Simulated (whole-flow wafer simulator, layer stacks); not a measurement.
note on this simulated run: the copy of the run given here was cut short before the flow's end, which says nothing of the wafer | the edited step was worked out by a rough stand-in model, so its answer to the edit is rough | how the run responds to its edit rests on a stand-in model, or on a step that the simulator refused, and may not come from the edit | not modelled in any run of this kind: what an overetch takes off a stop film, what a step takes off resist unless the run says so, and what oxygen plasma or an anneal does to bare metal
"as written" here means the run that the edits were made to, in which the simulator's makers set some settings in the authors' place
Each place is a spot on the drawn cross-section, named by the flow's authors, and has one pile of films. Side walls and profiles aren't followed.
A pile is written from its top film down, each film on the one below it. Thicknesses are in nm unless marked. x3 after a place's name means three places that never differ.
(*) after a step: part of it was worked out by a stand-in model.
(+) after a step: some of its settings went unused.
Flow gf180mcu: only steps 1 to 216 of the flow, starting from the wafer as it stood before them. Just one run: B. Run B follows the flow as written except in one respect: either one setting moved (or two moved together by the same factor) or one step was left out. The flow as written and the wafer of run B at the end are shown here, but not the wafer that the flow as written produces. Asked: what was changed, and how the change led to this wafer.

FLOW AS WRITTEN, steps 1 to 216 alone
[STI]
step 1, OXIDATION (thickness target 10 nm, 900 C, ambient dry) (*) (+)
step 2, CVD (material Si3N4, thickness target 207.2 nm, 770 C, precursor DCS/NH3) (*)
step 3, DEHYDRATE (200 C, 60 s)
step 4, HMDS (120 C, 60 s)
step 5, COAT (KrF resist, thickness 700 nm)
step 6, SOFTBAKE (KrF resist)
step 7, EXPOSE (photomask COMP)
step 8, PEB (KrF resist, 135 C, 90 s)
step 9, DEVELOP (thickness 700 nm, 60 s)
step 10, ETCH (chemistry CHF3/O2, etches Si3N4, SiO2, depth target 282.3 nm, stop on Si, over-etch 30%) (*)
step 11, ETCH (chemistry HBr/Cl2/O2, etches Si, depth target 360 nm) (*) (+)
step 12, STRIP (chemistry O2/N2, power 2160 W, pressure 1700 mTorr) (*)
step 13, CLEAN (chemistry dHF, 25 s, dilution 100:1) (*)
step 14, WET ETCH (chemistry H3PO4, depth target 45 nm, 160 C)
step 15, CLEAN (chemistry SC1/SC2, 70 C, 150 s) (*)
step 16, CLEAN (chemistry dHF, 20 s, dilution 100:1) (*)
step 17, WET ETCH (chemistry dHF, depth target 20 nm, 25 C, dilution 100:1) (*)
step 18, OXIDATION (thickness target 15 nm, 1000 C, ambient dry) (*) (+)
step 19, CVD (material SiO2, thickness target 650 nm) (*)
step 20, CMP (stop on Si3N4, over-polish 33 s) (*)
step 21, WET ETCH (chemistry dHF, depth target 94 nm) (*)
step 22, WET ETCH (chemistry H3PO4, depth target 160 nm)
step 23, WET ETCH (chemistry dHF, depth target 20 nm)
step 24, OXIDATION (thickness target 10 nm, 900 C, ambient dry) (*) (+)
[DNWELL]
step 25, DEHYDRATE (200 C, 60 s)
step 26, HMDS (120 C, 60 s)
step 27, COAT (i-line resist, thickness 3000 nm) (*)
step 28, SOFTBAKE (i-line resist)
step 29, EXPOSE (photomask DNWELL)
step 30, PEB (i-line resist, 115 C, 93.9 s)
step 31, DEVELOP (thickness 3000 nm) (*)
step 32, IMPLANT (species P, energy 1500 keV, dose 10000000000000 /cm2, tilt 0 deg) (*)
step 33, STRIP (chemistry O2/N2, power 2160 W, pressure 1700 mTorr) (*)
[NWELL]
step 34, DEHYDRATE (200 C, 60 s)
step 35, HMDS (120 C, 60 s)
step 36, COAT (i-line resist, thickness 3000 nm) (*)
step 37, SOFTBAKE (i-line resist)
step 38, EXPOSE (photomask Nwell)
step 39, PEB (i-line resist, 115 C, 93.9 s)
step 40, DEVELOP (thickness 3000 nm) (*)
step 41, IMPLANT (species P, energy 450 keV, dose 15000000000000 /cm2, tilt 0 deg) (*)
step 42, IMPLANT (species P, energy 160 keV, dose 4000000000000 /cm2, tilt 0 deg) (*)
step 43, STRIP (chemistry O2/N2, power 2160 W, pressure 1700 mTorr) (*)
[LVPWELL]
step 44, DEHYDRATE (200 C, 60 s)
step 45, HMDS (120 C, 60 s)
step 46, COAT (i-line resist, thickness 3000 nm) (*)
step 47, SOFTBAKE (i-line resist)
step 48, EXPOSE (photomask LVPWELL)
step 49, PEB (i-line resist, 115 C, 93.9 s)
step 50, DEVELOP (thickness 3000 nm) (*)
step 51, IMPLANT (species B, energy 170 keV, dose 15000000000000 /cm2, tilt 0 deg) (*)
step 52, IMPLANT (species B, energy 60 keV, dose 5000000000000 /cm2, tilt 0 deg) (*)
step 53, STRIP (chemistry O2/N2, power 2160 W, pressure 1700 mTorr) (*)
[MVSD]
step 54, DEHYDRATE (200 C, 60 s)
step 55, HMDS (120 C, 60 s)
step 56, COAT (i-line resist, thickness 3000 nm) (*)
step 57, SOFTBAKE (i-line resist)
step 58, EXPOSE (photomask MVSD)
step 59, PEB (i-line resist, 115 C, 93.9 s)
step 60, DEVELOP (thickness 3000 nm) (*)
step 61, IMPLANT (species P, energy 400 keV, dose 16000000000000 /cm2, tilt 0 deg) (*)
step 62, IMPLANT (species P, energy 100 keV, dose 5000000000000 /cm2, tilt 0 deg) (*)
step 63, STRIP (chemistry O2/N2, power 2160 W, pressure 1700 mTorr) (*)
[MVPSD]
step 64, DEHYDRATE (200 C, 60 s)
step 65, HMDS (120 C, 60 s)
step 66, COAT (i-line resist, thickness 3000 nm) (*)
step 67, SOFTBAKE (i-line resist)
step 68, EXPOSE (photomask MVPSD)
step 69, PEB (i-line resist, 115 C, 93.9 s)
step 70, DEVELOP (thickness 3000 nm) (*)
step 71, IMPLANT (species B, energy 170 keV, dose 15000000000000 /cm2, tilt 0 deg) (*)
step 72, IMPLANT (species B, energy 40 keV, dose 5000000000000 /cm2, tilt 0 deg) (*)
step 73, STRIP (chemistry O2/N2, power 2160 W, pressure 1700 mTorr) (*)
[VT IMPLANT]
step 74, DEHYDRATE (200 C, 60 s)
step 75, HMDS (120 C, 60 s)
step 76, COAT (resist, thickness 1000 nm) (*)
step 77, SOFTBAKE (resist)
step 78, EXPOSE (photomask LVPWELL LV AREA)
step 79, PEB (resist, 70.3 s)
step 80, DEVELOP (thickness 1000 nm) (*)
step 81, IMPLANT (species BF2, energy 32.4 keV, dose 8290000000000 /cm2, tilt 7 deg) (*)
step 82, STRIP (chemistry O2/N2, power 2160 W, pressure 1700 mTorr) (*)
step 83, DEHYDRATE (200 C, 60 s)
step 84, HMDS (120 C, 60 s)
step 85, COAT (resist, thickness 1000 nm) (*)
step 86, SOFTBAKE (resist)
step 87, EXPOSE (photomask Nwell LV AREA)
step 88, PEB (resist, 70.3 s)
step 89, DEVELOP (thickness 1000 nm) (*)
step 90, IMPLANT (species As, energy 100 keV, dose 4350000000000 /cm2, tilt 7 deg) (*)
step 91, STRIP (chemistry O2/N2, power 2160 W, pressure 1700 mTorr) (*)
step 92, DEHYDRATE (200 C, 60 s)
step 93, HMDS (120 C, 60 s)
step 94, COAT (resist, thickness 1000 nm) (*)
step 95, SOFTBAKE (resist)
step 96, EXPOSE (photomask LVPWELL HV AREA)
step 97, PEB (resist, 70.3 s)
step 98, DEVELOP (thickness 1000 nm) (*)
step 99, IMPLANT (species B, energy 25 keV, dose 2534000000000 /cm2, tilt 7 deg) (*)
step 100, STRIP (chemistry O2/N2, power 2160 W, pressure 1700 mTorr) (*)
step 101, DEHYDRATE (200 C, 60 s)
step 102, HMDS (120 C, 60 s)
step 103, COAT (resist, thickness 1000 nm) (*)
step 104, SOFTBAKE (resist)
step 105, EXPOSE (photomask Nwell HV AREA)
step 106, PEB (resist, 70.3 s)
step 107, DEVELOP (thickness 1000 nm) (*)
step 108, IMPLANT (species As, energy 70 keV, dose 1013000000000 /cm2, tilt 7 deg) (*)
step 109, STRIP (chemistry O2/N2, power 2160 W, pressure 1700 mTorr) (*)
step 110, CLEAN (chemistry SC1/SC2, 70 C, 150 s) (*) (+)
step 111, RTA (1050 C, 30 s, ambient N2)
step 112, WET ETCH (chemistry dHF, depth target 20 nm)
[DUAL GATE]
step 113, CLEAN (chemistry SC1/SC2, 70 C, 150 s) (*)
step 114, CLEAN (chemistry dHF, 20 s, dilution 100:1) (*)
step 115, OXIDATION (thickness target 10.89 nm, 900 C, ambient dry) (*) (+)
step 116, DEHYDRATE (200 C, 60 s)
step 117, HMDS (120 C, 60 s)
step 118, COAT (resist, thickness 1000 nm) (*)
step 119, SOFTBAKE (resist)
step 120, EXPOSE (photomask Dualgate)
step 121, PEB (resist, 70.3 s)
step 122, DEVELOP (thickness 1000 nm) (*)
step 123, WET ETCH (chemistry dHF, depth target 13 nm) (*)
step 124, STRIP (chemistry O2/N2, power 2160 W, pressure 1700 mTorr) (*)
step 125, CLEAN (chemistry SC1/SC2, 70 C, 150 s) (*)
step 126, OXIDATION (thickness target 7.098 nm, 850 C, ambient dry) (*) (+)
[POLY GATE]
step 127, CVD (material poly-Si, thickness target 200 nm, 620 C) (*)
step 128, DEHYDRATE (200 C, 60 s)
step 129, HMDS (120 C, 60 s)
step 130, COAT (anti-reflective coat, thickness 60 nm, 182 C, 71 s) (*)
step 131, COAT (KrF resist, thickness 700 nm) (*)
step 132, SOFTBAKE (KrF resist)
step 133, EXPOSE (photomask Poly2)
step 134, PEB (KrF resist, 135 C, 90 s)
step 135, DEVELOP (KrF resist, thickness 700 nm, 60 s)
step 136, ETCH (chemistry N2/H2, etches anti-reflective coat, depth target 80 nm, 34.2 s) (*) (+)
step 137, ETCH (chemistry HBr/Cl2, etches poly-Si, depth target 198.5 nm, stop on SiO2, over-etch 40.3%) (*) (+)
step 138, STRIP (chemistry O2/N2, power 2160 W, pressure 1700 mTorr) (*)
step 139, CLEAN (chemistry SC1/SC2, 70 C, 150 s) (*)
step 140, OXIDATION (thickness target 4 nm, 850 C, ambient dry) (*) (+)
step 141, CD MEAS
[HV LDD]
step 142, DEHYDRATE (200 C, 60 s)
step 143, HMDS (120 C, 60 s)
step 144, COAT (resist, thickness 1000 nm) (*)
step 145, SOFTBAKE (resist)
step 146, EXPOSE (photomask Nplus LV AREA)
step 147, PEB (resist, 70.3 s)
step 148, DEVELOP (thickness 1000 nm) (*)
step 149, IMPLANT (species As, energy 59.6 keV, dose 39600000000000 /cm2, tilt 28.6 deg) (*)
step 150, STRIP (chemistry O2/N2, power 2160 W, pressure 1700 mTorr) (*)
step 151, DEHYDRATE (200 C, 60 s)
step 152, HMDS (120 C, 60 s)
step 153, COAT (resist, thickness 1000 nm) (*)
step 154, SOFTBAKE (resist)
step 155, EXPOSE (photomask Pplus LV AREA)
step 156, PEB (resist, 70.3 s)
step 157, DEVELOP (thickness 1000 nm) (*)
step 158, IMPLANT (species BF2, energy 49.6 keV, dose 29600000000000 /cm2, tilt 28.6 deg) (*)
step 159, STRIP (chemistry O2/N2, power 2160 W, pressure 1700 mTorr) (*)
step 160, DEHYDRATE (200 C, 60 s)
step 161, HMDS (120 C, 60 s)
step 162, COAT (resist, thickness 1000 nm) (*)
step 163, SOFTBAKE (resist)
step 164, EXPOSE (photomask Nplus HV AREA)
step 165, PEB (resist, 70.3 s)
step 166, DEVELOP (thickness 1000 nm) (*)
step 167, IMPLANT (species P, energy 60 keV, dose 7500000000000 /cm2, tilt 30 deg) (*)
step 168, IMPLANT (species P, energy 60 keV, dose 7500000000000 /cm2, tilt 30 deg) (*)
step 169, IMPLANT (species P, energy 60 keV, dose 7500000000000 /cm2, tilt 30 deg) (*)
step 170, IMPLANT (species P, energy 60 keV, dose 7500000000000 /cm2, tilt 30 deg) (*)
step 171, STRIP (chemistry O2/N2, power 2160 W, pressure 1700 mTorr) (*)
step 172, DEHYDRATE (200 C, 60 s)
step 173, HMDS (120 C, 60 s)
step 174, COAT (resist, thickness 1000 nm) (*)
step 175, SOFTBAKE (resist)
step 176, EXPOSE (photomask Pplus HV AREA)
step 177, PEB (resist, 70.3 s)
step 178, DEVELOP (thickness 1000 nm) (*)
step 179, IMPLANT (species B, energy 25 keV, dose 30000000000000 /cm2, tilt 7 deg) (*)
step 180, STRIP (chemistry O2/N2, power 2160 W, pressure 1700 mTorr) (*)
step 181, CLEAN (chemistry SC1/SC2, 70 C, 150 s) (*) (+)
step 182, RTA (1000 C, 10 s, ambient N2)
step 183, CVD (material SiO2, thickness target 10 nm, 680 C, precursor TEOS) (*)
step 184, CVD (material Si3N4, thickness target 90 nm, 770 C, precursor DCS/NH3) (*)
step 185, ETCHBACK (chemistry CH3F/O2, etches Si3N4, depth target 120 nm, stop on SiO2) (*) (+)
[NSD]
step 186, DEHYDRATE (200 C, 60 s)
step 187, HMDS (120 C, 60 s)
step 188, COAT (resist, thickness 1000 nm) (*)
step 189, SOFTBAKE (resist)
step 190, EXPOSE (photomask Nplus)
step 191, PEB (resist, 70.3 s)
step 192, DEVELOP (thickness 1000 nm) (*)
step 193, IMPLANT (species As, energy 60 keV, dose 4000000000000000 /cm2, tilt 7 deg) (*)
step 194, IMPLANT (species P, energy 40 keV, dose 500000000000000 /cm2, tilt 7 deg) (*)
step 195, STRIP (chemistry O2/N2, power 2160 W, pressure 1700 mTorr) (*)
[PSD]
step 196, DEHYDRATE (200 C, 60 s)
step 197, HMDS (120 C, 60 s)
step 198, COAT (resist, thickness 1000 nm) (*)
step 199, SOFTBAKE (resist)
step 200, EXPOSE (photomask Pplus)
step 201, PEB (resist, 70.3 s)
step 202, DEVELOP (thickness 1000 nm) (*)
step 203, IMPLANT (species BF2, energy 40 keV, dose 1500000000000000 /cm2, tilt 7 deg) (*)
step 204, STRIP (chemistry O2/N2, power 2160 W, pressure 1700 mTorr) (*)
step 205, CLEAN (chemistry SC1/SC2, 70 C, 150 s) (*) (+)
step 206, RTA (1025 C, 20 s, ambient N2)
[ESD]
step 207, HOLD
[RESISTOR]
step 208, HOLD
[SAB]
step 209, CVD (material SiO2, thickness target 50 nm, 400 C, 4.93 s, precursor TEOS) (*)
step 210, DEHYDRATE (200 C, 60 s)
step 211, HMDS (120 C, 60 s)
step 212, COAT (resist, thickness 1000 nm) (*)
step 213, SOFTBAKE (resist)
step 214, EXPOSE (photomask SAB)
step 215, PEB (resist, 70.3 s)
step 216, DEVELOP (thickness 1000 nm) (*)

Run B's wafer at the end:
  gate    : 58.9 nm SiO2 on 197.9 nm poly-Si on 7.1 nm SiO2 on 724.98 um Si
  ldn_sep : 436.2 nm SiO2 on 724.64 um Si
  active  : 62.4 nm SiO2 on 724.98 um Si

The reason: step 183, CVD: thickness target 8.4 nm was run, whereas the flow has thickness target 10 nm.

How this came from the change, step by step:
  step 183, CVD (material SiO2, thickness target 10 nm, 680 C, precursor TEOS) (*)
      field, field__w1, field__w2 and 99 more: +8.4 SiO2 (as written it would have been: +10 SiO2)
      ld_drift_p: +8.29 SiO2 (as written it would have been: +9.87 SiO2)
      (and at 1 other place as well)
  step 189, SOFTBAKE (resist)
      field: -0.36 resist (as written it would have been: +3.56 resist)
      active_hv: -0.53 resist (as written it would have been: +2.68 resist)
      (and at 2 other places as well)
  step 199, SOFTBAKE (resist)
      field: -0.36 resist (as written it would have been: +3.56 resist)
      active_hv: -0.53 resist (as written it would have been: +2.68 resist)
      (and at 2 other places as well)
